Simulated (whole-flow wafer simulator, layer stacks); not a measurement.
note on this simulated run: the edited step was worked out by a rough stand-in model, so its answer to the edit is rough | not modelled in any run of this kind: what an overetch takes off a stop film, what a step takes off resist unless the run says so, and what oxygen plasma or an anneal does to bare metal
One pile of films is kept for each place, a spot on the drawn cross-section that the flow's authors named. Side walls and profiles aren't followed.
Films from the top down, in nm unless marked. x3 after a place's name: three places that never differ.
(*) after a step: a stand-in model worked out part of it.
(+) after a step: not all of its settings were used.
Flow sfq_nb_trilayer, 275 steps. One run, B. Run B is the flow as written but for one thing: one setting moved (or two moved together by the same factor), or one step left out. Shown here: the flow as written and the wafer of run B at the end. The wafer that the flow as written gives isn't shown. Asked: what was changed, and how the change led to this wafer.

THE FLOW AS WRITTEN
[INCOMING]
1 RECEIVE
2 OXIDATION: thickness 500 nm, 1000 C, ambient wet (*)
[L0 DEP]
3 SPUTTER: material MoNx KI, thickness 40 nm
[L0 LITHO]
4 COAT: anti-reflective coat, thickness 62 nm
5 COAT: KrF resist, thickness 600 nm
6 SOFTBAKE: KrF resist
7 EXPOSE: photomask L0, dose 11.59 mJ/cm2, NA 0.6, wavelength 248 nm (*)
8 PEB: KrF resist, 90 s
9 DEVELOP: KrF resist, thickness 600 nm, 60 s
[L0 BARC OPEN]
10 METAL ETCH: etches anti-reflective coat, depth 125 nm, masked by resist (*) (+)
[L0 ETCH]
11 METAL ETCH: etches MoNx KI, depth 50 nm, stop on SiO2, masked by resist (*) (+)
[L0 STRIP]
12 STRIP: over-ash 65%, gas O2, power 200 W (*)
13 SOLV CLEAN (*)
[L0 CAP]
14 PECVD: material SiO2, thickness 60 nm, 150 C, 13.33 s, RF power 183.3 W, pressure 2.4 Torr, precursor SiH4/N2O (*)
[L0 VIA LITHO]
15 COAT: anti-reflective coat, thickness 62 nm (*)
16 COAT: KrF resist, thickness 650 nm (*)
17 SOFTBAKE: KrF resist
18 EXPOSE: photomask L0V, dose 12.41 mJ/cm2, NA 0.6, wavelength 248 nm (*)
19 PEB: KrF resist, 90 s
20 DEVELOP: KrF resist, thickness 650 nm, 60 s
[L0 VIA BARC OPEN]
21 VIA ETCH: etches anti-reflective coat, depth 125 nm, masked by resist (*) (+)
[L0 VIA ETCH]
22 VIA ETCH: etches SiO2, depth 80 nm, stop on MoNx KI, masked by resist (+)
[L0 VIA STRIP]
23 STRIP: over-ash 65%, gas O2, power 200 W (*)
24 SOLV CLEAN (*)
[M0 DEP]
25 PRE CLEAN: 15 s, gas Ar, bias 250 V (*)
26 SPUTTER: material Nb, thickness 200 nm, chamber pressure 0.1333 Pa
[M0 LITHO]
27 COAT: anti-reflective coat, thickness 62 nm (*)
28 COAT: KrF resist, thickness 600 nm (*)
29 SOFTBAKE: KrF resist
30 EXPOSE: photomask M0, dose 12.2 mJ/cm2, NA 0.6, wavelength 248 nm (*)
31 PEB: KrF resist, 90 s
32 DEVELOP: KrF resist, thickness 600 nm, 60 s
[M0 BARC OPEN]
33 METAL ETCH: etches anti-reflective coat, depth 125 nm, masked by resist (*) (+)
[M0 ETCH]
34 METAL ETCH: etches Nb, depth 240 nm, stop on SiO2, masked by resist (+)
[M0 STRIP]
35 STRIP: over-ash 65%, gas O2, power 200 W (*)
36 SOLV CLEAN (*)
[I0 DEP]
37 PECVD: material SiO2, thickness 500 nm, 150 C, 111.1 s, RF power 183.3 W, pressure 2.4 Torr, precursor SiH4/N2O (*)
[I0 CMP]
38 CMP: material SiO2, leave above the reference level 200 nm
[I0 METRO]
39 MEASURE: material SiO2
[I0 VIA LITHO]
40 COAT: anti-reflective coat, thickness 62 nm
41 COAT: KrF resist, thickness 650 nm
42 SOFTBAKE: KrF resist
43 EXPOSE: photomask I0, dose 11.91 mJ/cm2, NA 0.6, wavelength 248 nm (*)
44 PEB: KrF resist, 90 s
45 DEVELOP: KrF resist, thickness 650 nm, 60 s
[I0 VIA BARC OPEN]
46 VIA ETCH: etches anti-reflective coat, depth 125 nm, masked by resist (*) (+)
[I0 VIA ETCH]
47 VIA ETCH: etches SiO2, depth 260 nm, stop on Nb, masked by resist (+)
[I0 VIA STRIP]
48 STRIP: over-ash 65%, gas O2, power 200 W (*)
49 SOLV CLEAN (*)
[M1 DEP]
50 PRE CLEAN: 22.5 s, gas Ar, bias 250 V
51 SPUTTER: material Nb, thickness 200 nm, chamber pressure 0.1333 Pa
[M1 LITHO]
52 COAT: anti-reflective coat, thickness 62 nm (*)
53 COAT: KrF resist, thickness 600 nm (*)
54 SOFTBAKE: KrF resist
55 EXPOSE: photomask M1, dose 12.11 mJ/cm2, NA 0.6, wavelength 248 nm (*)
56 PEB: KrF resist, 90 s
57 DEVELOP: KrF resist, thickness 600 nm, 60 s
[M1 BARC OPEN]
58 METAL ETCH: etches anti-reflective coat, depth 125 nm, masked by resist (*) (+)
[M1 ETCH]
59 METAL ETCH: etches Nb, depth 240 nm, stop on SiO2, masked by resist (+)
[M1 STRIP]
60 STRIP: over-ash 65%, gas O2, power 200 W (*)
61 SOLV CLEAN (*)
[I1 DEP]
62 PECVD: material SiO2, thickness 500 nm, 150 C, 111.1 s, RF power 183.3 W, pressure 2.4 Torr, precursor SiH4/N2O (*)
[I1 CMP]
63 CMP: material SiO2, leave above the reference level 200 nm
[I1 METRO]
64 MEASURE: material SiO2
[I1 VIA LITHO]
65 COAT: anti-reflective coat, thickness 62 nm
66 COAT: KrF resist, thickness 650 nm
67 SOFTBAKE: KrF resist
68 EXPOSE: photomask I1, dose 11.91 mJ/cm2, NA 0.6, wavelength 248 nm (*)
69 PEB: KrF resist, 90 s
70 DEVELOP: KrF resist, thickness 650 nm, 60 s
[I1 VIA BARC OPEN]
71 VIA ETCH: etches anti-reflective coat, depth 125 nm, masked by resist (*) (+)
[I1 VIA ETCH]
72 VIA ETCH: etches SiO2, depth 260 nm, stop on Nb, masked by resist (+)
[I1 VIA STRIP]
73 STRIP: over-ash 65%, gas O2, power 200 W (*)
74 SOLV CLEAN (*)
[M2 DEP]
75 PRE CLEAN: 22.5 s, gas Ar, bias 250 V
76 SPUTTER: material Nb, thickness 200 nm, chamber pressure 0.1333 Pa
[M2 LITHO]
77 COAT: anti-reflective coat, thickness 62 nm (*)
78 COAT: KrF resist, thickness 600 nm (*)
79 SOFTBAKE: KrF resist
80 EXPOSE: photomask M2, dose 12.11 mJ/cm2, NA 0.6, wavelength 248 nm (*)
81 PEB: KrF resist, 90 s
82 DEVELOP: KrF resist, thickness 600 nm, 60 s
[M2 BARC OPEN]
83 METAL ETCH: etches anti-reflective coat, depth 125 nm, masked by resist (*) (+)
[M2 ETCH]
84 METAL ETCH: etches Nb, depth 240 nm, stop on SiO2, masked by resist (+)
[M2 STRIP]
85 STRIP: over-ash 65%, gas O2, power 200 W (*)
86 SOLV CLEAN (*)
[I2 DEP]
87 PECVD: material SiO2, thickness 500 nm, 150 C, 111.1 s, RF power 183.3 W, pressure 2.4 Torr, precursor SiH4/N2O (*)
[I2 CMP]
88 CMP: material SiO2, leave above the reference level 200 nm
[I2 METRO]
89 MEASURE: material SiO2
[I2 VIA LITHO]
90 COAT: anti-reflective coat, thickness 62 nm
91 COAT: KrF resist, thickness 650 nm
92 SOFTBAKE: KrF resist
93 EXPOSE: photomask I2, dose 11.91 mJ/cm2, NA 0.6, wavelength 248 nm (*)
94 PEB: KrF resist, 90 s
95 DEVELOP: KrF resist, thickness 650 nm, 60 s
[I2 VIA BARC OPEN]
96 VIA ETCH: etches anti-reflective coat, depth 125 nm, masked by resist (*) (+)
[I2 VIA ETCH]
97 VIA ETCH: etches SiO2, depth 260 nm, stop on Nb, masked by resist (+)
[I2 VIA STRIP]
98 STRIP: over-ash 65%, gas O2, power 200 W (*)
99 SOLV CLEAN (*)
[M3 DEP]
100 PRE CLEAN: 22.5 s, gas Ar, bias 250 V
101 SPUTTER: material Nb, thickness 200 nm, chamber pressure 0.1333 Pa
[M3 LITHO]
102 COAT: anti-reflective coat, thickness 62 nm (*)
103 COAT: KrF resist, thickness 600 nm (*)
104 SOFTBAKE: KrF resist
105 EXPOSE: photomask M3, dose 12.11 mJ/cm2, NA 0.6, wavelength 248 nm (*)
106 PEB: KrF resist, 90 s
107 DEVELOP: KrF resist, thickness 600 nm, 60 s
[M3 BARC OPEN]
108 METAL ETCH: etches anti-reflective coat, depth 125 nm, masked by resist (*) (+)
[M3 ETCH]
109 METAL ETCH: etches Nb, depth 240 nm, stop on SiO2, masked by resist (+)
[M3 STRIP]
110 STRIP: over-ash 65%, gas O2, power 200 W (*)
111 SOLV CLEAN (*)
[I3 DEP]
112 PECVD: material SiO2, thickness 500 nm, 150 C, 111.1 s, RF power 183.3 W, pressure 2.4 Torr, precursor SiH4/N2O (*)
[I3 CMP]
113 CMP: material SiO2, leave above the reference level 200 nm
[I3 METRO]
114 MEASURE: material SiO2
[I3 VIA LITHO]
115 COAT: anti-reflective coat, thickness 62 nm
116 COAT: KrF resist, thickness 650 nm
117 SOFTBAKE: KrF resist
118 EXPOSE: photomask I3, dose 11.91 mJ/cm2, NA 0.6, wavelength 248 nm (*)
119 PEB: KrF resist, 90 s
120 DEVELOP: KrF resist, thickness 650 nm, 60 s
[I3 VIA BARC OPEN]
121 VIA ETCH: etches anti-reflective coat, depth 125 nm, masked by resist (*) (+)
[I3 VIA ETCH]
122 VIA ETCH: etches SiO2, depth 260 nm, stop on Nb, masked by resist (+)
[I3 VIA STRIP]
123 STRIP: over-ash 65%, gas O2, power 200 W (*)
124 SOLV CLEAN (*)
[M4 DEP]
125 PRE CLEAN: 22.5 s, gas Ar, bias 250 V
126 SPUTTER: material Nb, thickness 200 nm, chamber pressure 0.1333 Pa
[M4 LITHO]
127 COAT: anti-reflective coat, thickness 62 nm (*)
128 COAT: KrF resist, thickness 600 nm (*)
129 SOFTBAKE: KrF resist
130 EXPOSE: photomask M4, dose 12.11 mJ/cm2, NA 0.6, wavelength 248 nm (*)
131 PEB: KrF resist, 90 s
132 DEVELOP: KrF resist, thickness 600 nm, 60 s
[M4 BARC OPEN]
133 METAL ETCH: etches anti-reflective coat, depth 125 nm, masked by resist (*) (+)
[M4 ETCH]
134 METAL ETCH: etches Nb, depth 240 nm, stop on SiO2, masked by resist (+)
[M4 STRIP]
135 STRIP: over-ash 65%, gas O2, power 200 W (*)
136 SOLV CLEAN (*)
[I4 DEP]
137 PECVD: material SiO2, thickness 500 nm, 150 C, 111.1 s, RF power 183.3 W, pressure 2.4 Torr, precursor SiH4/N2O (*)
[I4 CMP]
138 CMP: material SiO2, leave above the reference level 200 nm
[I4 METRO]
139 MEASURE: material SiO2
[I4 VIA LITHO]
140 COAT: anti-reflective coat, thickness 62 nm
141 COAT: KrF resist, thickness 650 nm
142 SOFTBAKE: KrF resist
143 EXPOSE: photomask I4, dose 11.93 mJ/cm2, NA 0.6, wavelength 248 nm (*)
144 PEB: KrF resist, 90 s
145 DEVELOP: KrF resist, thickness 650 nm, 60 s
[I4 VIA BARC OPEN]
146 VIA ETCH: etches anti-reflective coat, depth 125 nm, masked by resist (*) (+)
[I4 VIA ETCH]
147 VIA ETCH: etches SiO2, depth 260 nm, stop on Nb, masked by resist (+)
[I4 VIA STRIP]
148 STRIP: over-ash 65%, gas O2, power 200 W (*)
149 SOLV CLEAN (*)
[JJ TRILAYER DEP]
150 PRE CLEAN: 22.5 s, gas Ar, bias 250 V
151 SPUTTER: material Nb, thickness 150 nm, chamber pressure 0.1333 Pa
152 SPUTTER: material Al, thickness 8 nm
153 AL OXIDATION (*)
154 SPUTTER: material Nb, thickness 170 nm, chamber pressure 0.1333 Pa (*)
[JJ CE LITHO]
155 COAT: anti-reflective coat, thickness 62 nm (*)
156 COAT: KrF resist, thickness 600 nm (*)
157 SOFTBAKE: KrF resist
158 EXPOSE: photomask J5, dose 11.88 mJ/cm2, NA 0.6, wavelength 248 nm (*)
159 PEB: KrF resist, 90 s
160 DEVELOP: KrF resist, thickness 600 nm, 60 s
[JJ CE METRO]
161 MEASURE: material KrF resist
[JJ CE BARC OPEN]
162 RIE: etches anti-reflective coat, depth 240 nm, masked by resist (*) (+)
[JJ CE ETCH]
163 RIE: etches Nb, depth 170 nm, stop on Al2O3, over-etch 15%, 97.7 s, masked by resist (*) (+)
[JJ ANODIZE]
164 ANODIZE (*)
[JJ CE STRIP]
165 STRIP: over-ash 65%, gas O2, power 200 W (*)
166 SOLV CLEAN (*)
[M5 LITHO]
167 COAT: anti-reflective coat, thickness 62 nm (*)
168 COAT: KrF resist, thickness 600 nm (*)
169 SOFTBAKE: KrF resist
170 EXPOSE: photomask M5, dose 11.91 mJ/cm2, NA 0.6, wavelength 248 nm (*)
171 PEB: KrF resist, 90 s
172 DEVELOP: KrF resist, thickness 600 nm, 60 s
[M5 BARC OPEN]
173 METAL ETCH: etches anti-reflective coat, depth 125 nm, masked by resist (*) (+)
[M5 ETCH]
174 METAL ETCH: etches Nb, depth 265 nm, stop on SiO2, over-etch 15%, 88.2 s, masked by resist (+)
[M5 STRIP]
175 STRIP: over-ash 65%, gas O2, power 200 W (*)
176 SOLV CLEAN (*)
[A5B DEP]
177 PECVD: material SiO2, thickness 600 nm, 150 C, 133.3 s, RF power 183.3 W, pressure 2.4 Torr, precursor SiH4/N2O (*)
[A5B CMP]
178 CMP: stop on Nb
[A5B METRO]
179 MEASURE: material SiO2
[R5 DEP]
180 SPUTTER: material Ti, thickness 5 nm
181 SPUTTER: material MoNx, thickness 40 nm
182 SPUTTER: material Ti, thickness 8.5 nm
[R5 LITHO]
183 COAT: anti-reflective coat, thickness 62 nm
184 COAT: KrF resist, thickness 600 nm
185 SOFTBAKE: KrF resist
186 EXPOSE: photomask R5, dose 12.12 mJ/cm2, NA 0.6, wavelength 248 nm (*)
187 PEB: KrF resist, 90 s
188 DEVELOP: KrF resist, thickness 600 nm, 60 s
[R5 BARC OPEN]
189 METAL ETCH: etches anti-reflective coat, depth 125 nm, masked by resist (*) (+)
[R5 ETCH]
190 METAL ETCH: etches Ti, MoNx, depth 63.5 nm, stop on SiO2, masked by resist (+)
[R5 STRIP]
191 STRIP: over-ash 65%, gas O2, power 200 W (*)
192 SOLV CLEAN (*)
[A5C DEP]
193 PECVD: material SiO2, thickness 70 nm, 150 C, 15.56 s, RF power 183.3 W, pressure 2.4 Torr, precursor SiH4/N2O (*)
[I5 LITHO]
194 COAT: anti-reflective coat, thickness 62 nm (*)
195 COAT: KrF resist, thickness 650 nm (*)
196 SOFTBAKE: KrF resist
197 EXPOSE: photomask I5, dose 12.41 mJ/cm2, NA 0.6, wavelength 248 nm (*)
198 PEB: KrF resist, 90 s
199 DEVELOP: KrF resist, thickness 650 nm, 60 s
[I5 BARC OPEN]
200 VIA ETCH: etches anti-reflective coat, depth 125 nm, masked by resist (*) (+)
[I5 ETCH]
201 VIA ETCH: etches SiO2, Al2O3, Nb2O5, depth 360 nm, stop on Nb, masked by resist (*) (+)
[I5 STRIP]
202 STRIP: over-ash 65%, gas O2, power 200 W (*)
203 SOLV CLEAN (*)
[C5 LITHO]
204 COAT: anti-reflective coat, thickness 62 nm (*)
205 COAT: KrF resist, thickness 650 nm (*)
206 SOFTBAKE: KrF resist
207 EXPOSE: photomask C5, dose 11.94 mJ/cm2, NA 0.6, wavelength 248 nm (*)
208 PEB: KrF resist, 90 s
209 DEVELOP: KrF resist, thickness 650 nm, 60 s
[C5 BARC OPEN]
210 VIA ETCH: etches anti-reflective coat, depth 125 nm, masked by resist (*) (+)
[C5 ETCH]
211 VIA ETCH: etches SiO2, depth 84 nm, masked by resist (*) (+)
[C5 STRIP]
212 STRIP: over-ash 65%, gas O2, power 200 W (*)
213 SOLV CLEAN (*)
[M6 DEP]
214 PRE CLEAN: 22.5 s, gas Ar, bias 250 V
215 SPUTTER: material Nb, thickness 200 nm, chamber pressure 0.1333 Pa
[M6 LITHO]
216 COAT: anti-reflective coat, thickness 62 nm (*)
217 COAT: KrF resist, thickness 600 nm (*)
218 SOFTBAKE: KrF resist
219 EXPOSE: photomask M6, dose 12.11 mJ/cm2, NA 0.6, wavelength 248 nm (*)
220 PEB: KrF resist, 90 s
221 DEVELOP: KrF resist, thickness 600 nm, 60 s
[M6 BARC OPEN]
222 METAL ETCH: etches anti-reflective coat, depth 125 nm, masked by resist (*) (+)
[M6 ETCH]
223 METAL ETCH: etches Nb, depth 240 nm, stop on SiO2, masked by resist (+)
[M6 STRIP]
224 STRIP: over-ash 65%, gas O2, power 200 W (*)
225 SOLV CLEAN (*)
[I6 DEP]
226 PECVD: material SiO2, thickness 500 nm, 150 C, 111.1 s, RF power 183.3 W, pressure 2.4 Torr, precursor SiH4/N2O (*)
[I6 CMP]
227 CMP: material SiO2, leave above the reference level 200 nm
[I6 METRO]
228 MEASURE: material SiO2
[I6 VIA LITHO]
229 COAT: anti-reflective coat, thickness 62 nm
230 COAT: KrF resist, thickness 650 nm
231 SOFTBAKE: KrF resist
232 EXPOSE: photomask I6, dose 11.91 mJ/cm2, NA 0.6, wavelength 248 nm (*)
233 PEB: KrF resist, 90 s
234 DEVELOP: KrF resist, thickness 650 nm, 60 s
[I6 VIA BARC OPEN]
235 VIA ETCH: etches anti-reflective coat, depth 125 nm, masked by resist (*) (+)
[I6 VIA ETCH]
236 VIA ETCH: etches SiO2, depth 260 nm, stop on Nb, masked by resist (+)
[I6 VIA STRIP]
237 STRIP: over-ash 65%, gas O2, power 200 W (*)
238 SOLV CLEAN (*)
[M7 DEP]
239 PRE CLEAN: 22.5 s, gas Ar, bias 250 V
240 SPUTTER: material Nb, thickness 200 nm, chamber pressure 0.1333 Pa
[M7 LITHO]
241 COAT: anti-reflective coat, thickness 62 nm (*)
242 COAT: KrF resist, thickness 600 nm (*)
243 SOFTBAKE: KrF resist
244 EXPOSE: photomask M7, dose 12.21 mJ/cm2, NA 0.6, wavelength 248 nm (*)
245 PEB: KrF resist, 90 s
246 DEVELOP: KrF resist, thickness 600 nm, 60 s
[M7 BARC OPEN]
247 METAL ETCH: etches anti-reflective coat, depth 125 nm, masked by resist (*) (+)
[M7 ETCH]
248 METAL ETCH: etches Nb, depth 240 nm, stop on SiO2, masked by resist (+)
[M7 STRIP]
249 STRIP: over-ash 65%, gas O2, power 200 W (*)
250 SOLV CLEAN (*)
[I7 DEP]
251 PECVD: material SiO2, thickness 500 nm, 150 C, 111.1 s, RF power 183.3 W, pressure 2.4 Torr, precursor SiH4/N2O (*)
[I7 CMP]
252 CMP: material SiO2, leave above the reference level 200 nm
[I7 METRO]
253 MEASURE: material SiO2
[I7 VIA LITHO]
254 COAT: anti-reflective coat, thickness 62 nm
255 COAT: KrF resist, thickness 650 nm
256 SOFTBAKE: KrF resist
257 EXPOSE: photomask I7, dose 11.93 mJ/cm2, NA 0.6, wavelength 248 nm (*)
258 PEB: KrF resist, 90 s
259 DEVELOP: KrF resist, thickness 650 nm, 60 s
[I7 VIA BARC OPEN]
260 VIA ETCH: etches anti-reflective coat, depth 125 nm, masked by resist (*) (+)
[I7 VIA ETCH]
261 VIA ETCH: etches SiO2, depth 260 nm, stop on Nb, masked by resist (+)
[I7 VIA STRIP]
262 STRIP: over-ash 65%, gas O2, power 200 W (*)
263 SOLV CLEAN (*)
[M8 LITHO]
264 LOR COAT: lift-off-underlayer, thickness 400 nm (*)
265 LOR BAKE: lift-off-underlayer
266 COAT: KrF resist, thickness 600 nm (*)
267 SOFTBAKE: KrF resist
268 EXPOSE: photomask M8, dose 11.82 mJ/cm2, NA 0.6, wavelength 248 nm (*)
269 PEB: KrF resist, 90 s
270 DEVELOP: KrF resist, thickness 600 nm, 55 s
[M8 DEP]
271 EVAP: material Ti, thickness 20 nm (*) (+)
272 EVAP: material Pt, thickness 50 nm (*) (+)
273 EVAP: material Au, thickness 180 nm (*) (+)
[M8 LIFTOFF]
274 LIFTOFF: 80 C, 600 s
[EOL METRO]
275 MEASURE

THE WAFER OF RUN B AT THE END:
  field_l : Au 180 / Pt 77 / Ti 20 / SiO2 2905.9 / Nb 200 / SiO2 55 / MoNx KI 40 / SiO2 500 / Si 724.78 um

The cause: step 272, EVAP: thickness 77 nm was run, where the flow has thickness 50 nm.
It can be read off the wafer: field_l has Pt 77, and step 272 as written asks for 50 nm.

How the change led to this, step by step:
  272 EVAP: material Pt, thickness 50 nm (*) (+)
      field_l, v_sur, via_wl and 103 more: Pt +77 (new film) (as written it would be: Pt +50 (new film))
  274 LIFTOFF: 80 C, 600 s
      p4_fl, p4_fm, p4_w1 and 71 more: Au -180 (all of it), Pt -77 (all of it), Ti -20 (all of it), KrF resist -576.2 (all of it), lift-off-underlayer -400 (all of it) (as written it would be: Au -180 (all of it), Pt -50 (all of it), Ti -20 (all of it), KrF resist -576.2 (all of it), lift-off-underlayer -400 (all of it))
      c5j, ce_r: Au -180 (all of it), Pt -77 (all of it), Ti -20 (all of it), KrF resist -573.3 (all of it), lift-off-underlayer -399.3 (all of it) (as written it would be: Au -180 (all of it), Pt -50 (all of it), Ti -20 (all of it), KrF resist -573.3 (all of it), lift-off-underlayer -399.3 (all of it))
      (and at 19 more places)
